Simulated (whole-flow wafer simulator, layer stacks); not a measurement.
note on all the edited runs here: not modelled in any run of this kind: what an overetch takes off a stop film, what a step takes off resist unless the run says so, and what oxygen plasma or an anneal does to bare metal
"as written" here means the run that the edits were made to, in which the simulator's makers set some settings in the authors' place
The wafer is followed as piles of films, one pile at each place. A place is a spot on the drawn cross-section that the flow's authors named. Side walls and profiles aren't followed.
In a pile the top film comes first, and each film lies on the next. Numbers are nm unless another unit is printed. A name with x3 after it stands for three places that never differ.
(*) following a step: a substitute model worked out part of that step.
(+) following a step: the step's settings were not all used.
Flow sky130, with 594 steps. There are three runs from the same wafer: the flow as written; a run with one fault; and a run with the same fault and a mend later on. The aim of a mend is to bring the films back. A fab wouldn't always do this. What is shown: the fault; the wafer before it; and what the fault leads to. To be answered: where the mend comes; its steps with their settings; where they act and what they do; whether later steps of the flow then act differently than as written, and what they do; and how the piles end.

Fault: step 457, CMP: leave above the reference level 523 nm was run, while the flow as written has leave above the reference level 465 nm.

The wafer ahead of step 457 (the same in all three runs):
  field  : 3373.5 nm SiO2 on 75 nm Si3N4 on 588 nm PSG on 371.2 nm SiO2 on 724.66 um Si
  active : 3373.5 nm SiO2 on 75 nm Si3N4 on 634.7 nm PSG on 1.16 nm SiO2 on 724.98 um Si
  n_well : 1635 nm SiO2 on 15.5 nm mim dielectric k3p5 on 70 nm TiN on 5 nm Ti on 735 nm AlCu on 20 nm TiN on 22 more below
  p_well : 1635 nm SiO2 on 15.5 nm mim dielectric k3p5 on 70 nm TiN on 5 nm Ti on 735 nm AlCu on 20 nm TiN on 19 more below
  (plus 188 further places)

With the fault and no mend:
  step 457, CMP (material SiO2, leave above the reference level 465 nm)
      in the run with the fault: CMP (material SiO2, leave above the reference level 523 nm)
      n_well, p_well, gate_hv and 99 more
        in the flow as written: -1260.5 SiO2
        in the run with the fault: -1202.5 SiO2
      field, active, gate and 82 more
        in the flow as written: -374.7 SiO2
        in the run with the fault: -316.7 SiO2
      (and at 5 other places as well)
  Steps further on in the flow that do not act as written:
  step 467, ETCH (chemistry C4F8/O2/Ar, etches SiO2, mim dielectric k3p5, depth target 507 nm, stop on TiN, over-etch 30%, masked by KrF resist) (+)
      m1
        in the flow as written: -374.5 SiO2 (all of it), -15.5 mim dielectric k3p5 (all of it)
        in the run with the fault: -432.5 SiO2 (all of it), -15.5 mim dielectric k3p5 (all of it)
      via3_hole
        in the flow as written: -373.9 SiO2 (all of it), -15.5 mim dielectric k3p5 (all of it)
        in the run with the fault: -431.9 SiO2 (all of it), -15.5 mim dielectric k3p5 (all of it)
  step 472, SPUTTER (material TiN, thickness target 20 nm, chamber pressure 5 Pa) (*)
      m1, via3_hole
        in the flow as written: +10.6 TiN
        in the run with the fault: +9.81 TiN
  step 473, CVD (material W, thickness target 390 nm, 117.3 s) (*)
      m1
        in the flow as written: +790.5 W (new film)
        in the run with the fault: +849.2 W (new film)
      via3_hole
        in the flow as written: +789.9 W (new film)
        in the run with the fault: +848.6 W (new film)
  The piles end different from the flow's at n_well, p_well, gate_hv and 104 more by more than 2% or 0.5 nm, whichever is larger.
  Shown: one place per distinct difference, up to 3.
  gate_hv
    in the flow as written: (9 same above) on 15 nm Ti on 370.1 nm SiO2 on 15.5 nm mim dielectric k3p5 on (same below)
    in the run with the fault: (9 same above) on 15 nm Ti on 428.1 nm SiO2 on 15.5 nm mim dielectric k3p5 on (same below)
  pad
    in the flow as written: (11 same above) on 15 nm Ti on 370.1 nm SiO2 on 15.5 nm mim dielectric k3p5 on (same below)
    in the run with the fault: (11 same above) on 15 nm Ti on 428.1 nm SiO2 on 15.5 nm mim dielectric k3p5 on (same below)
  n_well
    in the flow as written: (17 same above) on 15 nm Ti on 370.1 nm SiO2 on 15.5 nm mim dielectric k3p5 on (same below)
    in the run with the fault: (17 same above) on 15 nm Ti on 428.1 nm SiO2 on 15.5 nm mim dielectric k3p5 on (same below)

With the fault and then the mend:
  The mend stands after step 457.
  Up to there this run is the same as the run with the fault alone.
  step 457a, CMP (material SiO2, leave above the reference level 465 nm) (the flow's step 457, run once more)
      field, active, n_well and 189 more
        -58 SiO2
  Every later step of the flow that is run acts as written at every place that is followed.
  The piles end the same as the flow's at every place that both follow.
